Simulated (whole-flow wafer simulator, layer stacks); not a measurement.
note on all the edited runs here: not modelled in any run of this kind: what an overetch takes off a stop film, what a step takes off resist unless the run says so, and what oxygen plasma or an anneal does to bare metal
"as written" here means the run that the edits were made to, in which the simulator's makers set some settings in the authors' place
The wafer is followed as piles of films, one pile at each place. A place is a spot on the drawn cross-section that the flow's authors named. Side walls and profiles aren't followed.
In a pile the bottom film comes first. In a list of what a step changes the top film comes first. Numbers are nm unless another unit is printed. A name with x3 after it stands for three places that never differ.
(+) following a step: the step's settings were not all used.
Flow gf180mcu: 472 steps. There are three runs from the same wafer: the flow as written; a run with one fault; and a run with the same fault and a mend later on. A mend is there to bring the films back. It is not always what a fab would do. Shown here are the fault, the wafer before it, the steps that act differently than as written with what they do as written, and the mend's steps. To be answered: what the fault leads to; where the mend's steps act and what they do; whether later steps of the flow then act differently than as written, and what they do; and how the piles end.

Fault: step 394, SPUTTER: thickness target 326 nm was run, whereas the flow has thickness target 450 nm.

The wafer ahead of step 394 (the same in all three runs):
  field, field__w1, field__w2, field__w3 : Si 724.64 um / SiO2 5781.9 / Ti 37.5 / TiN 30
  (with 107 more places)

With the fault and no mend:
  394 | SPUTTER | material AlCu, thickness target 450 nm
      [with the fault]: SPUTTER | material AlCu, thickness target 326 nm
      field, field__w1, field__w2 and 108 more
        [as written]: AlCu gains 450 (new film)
        [with the fault]: AlCu gains 326 (new film)
  Steps later in the flow that act otherwise than as written (1 other step is not shown; it differs only slightly, by no more than 2% or 0.5 nm, whichever is larger):
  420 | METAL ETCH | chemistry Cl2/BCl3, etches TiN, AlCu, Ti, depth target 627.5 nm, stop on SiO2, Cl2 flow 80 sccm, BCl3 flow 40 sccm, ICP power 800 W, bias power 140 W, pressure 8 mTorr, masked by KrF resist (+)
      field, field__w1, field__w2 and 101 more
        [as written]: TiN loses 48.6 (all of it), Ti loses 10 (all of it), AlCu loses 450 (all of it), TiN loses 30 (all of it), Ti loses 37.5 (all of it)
        [with the fault]: TiN loses 48.6 (all of it), Ti loses 10 (all of it), AlCu loses 326 (all of it), TiN loses 30 (all of it), Ti loses 37.5 (all of it)
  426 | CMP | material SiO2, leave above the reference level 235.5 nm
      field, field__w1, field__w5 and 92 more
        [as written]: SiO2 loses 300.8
        [with the fault]: SiO2 loses 424.8
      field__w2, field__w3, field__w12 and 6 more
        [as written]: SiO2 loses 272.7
        [with the fault]: SiO2 loses 402.3
  The piles end different from the flow's at field__w4, field__w8, contact, m1, m1__w1, mim, mim_1p0, m1_nw by more than 2% or 0.5 nm, whichever is larger.
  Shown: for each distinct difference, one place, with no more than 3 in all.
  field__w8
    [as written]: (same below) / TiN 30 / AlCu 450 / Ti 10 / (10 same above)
    [with the fault]: (same below) / TiN 30 / AlCu 326 / Ti 10 / (10 same above)
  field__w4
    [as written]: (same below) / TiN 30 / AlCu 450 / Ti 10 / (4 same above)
    [with the fault]: (same below) / TiN 30 / AlCu 326 / Ti 10 / (4 same above)
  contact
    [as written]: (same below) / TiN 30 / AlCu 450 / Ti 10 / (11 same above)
    [with the fault]: (same below) / TiN 30 / AlCu 326 / Ti 10 / (11 same above)

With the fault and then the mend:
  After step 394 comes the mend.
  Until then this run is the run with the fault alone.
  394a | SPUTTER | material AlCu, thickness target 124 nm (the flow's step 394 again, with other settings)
      field, field__w1, field__w2 and 108 more
        AlCu gains 124
  Every later step of the flow that is run acts as written at every place that is followed.
  By the end, the piles equal the flow's at every place that both follow.
